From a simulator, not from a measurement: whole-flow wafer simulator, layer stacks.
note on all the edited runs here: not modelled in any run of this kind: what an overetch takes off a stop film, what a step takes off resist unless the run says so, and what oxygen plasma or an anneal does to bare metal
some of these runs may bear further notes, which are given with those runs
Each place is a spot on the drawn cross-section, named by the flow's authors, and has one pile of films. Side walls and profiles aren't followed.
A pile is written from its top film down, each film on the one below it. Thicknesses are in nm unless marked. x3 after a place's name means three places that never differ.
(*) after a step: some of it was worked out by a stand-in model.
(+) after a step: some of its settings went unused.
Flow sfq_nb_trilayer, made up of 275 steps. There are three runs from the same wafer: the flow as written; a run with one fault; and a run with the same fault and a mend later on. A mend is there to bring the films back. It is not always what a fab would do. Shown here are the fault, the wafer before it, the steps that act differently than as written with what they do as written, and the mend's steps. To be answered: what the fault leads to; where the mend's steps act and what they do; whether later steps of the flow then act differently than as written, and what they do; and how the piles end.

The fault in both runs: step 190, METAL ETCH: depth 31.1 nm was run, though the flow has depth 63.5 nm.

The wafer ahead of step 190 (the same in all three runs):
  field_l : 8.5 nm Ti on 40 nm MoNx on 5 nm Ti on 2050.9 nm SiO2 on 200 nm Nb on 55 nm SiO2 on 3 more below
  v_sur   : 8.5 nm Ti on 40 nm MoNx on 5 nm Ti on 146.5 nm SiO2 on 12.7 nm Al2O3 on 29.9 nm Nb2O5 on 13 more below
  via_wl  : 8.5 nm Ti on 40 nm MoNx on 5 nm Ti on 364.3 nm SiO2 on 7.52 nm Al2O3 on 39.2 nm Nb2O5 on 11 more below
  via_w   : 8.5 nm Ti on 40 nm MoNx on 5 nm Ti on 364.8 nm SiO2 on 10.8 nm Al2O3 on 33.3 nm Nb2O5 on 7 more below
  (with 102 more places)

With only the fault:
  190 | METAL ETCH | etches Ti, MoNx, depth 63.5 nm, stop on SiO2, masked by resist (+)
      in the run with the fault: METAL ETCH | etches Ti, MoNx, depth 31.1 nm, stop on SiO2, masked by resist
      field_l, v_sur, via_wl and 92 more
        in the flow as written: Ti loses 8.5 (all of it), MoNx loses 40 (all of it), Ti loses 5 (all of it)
        in the run with the fault: Ti loses 8.5 (all of it), MoNx loses 22.6
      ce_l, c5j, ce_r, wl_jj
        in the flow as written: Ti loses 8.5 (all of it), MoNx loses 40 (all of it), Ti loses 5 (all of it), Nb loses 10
        in the run with the fault: Ti loses 8.5 (all of it), MoNx loses 22.6
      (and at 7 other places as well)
  Steps further on in the flow that do not act as written (9 other steps are not shown; they differ only slightly, by no more than 2% or 0.5 nm, whichever is larger):
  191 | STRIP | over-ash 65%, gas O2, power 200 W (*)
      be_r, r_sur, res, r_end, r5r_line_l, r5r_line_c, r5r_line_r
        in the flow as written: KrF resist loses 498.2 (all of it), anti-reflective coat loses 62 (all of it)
        in the run with the fault: KrF resist loses 511.1 (all of it), anti-reflective coat loses 62 (all of it)
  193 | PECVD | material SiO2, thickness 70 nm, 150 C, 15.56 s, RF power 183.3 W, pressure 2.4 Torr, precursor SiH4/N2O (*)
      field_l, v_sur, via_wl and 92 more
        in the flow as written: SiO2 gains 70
        in the run with the fault: SiO2 gains 70 (new film)
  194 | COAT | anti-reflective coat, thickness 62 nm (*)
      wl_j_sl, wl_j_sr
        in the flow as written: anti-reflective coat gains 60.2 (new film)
        in the run with the fault: anti-reflective coat gains 62 (new film)
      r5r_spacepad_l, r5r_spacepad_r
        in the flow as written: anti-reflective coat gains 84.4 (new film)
        in the run with the fault: anti-reflective coat gains 74.8 (new film)
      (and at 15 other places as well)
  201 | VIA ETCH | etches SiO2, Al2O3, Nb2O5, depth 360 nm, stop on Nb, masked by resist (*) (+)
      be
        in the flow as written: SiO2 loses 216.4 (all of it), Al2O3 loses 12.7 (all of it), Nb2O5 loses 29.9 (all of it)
        in the run with the fault: SiO2 loses 69.8 (all of it), MoNx loses 17.4 (all of it), Ti loses 5 (all of it), SiO2 loses 146.5 (all of it), Al2O3 loses 12.7 (all of it), Nb2O5 loses 29.9 (all of it)
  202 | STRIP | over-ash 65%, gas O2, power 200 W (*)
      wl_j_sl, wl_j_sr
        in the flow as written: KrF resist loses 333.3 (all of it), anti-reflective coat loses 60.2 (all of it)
        in the run with the fault: KrF resist loses 333.2 (all of it), anti-reflective coat loses 62 (all of it)
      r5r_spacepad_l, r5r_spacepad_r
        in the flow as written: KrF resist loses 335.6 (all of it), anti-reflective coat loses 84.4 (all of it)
        in the run with the fault: KrF resist loses 334.7 (all of it), anti-reflective coat loses 74.8 (all of it)
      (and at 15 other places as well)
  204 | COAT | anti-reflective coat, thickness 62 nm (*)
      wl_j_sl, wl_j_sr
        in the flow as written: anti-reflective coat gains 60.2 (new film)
        in the run with the fault: anti-reflective coat gains 62 (new film)
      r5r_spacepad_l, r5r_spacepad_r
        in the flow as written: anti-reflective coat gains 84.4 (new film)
        in the run with the fault: anti-reflective coat gains 74.8 (new film)
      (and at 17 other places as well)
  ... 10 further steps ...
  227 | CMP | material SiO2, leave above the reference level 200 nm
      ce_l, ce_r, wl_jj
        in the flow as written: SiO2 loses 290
        in the run with the fault: SiO2 loses 300
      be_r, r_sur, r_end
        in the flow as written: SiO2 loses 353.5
        in the run with the fault: SiO2 loses 331.1
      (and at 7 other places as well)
  At field_l, v_sur, via_wl and 103 more, the piles at the end differ from the flow's by more than 2% or 0.5 nm, whichever is larger.
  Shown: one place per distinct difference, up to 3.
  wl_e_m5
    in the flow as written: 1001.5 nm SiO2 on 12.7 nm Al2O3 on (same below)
    in the run with the fault: 855 nm SiO2 on 17.4 nm MoNx on 5 nm Ti on 146.5 nm SiO2 on 12.7 nm Al2O3 on (same below)
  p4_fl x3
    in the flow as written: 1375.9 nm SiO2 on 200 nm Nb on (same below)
    in the run with the fault: 855 nm SiO2 on 17.4 nm MoNx on 5 nm Ti on 520.9 nm SiO2 on 200 nm Nb on (same below)
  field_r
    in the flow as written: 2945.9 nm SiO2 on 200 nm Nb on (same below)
    in the run with the fault: 855 nm SiO2 on 17.4 nm MoNx on 5 nm Ti on 2090.9 nm SiO2 on 200 nm Nb on (same below)

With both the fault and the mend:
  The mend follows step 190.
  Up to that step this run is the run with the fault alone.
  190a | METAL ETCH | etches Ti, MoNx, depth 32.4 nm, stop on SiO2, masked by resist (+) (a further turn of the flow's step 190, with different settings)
      field_l, v_sur, via_wl and 92 more
        MoNx loses 17.4 (all of it), Ti loses 5 (all of it)
      be_r, r_sur, res, r_end, r5r_line_l, r5r_line_c, r5r_line_r
        KrF resist loses 13
      ce_l, c5j, ce_r, wl_jj
        MoNx loses 17.4 (all of it), Ti loses 5 (all of it), Nb loses 10
  None of the later steps of the flow acts differently than as written at any place that is followed.
  The piles end the same as the flow's at every place that both follow.
